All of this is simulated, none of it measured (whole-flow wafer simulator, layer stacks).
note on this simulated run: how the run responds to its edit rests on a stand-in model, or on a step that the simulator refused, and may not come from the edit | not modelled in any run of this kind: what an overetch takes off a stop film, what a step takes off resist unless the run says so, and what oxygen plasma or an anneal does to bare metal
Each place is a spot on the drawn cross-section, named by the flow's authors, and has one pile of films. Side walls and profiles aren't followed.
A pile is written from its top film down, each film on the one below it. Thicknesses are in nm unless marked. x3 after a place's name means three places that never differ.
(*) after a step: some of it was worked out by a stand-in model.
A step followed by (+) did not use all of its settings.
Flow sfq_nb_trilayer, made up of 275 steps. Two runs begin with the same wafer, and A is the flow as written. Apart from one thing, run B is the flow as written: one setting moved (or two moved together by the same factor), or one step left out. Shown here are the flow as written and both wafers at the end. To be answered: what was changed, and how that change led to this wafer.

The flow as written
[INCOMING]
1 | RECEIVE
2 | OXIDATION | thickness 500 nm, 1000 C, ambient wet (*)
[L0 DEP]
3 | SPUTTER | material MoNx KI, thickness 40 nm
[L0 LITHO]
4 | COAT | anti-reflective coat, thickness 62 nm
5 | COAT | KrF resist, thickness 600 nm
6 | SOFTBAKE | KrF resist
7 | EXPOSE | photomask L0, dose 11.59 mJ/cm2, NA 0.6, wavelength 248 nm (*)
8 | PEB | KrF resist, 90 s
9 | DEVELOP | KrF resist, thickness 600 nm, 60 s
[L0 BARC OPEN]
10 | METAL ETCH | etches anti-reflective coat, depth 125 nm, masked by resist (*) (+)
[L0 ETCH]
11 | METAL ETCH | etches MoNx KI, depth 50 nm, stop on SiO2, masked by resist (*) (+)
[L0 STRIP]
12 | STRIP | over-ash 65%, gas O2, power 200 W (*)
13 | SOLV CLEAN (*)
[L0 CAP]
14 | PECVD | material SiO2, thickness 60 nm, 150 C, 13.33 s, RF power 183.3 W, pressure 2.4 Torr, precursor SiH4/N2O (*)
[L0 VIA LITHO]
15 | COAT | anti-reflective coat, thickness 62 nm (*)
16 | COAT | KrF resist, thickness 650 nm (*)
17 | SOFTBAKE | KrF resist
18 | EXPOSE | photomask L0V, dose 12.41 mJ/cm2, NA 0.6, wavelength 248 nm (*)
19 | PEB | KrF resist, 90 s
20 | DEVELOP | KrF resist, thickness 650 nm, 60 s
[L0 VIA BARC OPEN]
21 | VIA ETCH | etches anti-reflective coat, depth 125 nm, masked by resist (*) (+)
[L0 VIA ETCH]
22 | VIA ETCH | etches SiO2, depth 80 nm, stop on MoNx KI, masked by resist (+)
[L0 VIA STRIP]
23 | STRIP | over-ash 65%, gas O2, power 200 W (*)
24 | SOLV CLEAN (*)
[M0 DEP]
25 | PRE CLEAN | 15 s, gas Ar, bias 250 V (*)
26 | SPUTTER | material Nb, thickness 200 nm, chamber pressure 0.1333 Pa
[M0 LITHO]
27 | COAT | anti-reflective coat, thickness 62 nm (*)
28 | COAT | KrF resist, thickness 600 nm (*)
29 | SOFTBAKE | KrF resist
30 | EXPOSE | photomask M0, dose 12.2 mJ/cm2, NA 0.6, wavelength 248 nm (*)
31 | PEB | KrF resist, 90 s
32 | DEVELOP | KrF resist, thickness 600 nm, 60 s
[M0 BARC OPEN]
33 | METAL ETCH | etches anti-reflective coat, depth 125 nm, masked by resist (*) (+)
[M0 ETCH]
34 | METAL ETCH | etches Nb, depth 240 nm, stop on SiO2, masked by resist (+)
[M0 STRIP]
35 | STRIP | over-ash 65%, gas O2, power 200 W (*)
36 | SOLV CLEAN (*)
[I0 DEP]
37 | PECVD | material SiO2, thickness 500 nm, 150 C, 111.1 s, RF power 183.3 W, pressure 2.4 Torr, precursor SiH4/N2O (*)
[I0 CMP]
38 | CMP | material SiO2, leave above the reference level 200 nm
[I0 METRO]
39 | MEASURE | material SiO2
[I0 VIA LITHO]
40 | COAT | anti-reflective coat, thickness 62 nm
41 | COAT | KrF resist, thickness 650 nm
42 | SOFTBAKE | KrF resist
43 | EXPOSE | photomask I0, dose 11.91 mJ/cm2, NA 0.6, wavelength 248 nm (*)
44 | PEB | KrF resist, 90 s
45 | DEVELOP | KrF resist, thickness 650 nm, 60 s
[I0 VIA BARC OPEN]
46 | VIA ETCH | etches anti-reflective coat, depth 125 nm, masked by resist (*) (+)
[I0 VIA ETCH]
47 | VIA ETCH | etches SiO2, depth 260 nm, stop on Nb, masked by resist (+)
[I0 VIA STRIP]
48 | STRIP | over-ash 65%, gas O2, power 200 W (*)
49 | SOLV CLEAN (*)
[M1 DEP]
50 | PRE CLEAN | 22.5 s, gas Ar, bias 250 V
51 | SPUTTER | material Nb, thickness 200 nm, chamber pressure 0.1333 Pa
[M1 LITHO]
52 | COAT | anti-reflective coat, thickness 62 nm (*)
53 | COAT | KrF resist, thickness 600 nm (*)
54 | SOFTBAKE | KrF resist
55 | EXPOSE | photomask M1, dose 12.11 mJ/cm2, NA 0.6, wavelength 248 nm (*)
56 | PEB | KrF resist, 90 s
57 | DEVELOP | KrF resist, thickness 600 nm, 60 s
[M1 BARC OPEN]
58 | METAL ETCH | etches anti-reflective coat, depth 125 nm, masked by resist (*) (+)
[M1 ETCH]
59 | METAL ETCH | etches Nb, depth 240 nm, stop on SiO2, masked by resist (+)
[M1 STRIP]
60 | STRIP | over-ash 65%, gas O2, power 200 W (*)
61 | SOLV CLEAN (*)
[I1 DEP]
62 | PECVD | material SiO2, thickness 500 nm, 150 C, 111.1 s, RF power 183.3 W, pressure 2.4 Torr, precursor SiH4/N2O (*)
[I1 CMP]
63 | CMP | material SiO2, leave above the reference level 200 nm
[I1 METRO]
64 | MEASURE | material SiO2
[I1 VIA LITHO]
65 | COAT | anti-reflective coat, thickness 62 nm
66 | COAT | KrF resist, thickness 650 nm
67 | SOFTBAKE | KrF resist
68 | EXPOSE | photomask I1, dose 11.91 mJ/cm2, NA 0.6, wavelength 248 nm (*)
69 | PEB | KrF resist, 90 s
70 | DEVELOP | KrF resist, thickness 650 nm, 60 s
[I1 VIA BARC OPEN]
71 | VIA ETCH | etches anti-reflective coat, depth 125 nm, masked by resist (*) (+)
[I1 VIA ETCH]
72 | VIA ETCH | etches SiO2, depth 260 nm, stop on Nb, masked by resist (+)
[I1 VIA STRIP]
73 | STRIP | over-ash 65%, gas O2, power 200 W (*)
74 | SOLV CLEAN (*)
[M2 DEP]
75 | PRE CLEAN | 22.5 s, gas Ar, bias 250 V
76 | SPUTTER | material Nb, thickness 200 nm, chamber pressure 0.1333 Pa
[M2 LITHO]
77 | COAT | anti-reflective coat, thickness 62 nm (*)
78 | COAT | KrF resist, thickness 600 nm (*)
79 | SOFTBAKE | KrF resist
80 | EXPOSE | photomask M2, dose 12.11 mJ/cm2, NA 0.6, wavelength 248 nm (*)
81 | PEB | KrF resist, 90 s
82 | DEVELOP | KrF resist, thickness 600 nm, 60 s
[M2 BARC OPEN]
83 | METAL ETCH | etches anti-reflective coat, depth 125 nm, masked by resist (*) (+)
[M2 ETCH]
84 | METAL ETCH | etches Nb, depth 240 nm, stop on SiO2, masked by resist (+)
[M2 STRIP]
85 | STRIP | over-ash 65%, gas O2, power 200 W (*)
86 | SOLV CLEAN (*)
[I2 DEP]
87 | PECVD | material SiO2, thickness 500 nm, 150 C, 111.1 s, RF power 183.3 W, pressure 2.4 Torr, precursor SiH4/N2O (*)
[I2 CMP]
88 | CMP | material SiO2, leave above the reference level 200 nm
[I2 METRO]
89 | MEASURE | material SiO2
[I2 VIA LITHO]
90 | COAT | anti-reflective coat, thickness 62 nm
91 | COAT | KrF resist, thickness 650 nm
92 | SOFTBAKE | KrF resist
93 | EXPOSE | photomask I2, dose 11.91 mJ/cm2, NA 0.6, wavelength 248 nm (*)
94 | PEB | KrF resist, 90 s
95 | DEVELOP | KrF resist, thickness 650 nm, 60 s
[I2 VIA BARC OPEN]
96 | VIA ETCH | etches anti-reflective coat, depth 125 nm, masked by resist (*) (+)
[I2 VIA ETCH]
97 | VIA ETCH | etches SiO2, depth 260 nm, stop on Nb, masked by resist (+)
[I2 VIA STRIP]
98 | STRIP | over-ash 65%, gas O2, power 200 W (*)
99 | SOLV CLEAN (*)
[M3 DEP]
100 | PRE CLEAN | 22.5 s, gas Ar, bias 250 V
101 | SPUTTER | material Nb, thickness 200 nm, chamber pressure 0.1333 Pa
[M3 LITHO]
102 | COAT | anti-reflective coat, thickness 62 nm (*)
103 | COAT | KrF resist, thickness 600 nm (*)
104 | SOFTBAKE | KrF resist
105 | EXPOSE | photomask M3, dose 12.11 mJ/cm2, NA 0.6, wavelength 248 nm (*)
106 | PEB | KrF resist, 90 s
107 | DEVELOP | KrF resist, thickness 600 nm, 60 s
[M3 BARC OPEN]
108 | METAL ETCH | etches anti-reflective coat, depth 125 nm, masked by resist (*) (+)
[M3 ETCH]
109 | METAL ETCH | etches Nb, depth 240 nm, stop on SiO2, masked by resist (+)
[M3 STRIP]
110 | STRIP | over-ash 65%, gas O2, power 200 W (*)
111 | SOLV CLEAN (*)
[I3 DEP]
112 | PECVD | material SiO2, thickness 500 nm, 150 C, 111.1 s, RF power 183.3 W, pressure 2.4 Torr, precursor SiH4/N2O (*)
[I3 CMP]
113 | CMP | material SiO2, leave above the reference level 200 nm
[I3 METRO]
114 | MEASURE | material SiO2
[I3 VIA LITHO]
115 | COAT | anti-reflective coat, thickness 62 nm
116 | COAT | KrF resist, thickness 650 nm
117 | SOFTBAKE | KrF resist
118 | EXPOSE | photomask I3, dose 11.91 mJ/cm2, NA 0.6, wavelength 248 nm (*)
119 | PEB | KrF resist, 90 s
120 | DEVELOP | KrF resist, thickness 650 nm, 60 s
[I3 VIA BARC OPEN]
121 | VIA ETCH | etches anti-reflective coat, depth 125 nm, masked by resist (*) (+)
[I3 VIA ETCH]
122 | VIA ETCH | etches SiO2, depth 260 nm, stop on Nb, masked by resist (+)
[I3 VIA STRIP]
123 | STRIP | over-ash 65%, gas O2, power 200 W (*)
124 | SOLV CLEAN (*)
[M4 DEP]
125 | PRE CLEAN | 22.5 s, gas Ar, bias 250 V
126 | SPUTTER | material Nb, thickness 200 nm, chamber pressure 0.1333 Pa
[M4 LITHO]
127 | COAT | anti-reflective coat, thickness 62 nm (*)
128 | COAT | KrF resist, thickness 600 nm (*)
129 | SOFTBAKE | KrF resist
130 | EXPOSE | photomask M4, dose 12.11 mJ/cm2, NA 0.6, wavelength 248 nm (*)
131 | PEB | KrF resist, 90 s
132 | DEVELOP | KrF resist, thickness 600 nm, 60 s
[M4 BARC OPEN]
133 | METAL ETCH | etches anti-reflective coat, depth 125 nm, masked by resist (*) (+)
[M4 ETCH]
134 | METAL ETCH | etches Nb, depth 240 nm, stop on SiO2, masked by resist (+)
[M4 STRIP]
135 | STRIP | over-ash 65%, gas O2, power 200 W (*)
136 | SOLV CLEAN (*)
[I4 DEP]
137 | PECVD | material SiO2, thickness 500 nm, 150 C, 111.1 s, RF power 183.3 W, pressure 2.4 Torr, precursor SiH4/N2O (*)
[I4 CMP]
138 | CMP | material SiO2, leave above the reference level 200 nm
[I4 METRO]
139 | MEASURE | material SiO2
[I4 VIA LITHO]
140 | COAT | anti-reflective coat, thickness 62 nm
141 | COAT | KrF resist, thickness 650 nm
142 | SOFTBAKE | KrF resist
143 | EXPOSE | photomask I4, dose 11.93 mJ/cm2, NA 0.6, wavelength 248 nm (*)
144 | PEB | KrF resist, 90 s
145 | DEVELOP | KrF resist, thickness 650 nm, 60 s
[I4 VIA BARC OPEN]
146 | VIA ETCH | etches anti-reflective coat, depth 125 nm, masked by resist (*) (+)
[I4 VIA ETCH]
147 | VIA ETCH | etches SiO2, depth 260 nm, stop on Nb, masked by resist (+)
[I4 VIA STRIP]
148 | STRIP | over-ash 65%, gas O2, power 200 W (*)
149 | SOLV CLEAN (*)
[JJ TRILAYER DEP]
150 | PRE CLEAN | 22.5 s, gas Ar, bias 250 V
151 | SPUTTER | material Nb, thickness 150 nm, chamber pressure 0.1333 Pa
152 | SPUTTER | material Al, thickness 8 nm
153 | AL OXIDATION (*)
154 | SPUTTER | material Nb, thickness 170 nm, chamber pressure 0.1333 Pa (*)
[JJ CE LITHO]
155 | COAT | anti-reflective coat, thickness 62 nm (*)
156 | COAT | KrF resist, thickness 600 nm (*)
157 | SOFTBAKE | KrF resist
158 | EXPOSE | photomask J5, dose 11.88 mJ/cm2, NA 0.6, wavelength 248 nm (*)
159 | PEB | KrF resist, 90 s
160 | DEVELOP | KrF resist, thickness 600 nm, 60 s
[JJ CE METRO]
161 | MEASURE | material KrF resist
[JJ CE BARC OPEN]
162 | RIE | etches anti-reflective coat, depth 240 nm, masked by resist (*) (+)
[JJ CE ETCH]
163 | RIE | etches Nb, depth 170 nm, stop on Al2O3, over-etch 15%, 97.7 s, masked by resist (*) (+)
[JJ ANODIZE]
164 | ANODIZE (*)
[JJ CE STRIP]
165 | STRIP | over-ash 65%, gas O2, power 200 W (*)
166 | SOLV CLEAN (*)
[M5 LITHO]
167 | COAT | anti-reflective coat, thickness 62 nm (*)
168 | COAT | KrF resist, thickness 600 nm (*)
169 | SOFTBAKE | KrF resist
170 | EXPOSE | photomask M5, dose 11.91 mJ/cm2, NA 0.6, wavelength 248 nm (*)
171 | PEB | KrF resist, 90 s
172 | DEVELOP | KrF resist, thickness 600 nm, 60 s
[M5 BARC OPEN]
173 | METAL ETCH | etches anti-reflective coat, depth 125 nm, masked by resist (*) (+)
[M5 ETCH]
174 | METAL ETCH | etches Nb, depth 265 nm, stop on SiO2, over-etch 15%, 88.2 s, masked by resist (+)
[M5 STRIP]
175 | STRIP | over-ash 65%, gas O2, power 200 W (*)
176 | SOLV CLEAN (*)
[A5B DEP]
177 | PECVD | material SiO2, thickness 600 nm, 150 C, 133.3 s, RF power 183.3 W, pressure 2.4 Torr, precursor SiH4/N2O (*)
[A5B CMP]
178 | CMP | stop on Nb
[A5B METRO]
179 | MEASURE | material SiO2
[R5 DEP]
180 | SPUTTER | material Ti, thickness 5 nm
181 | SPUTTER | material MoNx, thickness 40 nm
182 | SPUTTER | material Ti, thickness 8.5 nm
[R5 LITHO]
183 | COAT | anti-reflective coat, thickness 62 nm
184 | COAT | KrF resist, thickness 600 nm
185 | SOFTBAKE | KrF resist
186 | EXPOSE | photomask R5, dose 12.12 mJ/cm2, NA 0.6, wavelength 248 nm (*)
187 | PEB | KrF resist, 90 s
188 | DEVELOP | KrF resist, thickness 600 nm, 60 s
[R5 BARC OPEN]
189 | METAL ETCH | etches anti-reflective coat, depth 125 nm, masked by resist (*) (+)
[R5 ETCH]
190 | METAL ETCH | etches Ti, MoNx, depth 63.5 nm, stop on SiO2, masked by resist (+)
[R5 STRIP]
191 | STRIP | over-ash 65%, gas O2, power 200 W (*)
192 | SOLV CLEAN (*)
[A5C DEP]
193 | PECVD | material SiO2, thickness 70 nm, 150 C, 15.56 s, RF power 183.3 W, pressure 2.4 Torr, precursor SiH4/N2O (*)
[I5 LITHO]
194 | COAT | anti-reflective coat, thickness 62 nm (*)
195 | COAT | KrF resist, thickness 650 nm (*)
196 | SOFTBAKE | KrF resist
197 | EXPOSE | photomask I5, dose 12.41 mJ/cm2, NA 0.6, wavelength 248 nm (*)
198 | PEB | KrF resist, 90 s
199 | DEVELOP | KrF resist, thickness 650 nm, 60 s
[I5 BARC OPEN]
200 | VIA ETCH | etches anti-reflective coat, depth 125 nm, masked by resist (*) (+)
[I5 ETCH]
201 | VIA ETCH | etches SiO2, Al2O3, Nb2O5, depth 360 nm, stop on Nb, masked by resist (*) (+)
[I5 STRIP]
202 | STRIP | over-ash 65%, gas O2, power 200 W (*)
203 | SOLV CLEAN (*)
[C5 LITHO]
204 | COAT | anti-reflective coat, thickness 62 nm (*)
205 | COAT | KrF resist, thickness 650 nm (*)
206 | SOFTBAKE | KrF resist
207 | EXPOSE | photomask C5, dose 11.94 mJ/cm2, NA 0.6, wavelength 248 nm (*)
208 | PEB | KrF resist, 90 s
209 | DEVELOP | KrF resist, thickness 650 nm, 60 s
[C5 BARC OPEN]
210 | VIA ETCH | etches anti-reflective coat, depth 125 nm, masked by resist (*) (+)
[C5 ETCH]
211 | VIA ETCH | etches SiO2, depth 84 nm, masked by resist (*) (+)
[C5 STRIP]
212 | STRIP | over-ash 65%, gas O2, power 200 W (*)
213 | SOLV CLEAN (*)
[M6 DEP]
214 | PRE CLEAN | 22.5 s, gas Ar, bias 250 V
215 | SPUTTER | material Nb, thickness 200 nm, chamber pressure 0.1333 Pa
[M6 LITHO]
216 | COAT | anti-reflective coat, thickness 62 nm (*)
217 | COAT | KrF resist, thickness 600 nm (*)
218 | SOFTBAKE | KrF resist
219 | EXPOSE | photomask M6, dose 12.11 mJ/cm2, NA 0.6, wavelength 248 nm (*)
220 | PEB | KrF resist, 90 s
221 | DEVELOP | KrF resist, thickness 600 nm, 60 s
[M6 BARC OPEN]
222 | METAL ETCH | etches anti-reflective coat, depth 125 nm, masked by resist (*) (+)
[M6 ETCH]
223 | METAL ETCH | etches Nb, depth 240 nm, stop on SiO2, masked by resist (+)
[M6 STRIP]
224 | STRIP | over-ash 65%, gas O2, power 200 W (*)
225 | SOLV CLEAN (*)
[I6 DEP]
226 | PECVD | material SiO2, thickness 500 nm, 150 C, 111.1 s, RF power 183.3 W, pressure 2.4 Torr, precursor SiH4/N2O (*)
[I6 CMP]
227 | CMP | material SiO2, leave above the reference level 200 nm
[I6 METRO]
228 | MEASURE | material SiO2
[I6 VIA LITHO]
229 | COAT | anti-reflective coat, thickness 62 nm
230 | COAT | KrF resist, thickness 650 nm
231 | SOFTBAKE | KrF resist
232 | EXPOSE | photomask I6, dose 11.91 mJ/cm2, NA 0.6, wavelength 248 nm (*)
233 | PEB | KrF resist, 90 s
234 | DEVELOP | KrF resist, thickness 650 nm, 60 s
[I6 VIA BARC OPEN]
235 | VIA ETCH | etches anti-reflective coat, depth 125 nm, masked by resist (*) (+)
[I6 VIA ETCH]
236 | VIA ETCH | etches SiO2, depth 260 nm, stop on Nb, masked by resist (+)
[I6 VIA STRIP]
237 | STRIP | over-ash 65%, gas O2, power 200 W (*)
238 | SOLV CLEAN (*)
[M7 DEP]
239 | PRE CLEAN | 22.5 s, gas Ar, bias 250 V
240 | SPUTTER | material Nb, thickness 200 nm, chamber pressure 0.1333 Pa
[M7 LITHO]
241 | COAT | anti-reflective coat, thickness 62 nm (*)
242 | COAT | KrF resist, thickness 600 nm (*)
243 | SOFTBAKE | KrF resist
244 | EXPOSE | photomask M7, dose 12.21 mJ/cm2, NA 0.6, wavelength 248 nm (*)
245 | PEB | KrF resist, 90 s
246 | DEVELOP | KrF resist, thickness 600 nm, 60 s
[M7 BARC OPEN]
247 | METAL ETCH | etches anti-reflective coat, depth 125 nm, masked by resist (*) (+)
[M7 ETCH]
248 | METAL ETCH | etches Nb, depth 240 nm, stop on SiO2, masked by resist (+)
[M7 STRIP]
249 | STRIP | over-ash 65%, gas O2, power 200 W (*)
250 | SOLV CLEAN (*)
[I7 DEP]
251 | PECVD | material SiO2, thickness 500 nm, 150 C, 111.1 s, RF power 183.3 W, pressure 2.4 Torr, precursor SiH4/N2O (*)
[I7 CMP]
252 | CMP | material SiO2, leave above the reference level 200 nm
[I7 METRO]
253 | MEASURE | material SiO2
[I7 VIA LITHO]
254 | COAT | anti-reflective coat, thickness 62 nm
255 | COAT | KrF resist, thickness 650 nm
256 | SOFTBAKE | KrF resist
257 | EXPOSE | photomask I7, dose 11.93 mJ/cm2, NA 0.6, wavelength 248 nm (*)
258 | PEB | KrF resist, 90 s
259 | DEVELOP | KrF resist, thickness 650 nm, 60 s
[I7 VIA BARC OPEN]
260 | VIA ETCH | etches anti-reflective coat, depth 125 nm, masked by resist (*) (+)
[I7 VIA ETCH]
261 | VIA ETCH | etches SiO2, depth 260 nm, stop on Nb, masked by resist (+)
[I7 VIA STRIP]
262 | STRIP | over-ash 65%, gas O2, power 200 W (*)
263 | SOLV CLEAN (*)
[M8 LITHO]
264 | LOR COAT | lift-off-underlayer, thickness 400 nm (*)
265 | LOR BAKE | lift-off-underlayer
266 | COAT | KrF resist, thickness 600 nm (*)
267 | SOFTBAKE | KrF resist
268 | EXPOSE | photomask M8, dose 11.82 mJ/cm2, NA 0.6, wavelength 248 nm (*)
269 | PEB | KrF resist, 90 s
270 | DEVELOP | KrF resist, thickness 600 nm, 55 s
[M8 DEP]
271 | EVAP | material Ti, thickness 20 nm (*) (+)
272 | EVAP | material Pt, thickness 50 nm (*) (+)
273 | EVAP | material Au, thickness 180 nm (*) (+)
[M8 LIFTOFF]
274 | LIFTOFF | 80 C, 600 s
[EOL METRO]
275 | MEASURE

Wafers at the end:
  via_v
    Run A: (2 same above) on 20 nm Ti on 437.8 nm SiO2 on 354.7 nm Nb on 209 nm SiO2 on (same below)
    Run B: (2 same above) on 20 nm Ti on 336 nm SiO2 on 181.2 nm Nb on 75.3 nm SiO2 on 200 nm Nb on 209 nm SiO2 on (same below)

Cause: step 236, VIA ETCH: depth 117 nm was run, though the flow has depth 260 nm.

Step by step, how the change led to this:
  236 | VIA ETCH | etches SiO2, depth 260 nm, stop on Nb, masked by resist (+)
      via_v: A SiO2 loses 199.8 (all of it) | B SiO2 loses 117
      field_l, v_sur, via_wl and 102 more: A KrF resist loses 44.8 | B KrF resist loses 20.2
  237 | STRIP | over-ash 65%, gas O2, power 200 W (*)
      field_l, v_sur, via_wl and 102 more: A KrF resist loses 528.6 (all of it), anti-reflective coat loses 62 (all of it) | B KrF resist loses 553.3 (all of it), anti-reflective coat loses 62 (all of it)
  239 | PRE CLEAN | 22.5 s, gas Ar, bias 250 V
      via_v: A Nb loses 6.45 | B SiO2 loses 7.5
  240 | SPUTTER | material Nb, thickness 200 nm, chamber pressure 0.1333 Pa
      via_v: A Nb gains 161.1 | B Nb gains 181.2 (new film)
  241 | COAT | anti-reflective coat, thickness 62 nm (*)
      via_sp: A anti-reflective coat gains 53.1 (new film) | B anti-reflective coat gains 54.7 (new film)
      via_v: A anti-reflective coat gains 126 (new film) | B anti-reflective coat gains 106.8 (new film)
      (and at 1 other place as well)
  242 | COAT | KrF resist, thickness 600 nm (*)
      via_v: A KrF resist gains 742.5 (new film) | B KrF resist gains 673.6 (new film)
  249 | STRIP | over-ash 65%, gas O2, power 200 W (*)
      via_sp: A KrF resist loses 373.6 (all of it), anti-reflective coat loses 53.1 (all of it) | B KrF resist loses 379.3 (all of it), anti-reflective coat loses 54.7 (all of it)
      via_v: A KrF resist loses 524.5 (all of it), anti-reflective coat loses 126 (all of it) | B KrF resist loses 455.8 (all of it), anti-reflective coat loses 106.8 (all of it)
      (and at 1 other place as well)
  251 | PECVD | material SiO2, thickness 500 nm, 150 C, 111.1 s, RF power 183.3 W, pressure 2.4 Torr, precursor SiH4/N2O (*)
      via_v: A SiO2 gains 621 (new film) | B SiO2 gains 500 (new film)
  252 | CMP | material SiO2, leave above the reference level 200 nm
      via_v: A SiO2 loses 183.1 | B SiO2 loses 164
If metal films that touch count as one body, via_v has 7 bodies (between them, from the top down: SiO2 336; SiO2 75.3; SiO2 209 / Al2O3 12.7 / Nb2O5 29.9; SiO2 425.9; SiO2 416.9; SiO2 192.5); the flow as written gives 6 bodies (between them, from the top down: SiO2 437.8; SiO2 209 / Al2O3 12.7 / Nb2O5 29.9; SiO2 425.9; SiO2 416.9; SiO2 192.5).
